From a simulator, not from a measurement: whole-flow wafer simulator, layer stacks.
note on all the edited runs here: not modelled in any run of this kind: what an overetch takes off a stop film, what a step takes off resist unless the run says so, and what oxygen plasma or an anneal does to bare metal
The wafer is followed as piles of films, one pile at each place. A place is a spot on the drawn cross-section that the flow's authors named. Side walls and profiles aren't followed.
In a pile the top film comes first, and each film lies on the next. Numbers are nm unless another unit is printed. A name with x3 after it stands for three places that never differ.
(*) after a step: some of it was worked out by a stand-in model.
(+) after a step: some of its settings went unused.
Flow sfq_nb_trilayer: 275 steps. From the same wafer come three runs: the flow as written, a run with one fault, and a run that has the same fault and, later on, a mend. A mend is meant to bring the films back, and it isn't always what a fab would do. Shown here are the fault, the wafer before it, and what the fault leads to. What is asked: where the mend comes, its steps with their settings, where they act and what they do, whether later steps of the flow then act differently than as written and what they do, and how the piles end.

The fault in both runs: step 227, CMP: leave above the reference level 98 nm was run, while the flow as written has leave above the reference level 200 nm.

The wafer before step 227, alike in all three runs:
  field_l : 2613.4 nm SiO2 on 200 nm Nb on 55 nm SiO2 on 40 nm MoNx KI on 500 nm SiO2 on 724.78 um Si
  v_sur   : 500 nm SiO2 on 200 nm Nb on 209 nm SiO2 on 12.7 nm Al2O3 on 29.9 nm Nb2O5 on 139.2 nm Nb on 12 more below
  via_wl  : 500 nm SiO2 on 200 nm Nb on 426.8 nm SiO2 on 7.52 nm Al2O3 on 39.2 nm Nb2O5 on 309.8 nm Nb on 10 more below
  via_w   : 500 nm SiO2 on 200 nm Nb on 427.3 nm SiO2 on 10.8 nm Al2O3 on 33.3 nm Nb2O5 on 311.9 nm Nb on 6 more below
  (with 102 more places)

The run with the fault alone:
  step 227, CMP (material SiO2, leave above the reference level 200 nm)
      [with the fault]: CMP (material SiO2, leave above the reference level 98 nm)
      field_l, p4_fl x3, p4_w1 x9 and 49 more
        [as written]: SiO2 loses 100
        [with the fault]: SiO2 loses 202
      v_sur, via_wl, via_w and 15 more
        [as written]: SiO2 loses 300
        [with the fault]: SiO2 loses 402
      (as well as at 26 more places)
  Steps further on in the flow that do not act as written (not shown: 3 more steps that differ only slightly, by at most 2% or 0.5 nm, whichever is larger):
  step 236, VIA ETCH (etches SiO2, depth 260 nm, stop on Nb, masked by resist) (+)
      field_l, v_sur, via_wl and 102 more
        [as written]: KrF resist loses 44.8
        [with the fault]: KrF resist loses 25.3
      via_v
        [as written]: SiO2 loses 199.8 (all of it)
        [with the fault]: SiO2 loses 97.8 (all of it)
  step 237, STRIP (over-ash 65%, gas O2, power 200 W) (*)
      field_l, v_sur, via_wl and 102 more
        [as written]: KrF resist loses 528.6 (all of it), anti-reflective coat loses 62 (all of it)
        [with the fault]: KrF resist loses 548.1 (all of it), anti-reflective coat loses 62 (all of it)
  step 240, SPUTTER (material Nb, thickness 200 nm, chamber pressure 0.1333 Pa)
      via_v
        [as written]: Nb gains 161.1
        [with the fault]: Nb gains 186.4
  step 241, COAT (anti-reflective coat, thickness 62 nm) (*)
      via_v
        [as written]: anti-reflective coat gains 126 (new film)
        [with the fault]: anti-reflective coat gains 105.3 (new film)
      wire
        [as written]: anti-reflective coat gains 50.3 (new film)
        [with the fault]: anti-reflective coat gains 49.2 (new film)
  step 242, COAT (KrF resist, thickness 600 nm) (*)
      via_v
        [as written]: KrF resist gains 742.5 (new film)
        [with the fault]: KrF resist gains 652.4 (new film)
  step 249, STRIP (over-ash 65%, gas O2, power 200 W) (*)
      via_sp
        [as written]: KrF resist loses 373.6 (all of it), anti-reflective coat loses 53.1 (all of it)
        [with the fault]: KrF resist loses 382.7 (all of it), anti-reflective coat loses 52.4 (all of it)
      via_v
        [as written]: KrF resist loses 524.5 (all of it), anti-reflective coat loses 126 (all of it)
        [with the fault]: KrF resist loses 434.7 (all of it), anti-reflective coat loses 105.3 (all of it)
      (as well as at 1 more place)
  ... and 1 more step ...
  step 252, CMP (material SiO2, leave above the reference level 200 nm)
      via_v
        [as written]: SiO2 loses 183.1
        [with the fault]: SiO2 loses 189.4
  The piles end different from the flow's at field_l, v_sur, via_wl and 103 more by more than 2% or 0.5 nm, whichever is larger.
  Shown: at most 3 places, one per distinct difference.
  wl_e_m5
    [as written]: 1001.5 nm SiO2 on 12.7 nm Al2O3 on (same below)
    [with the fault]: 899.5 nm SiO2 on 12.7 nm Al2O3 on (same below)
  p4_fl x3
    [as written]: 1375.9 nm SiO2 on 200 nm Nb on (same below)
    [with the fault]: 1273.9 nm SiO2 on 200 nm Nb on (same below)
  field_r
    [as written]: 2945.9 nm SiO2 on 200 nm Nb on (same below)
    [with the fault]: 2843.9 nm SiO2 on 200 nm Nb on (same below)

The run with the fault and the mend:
  The mend stands after step 228.
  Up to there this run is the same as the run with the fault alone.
  step 228a, PECVD (material SiO2, thickness 102 nm, 150 C, 22.67 s, RF power 183.3 W, pressure 2.4 Torr, precursor SiH4/N2O) (the flow's step 226 again, with other settings)
      field_l, v_sur, via_wl and 103 more
        SiO2 gains 102
  Every later step of the flow that is run acts as written at every place that is followed.
  The piles end the same as the flow's at every place that both follow.
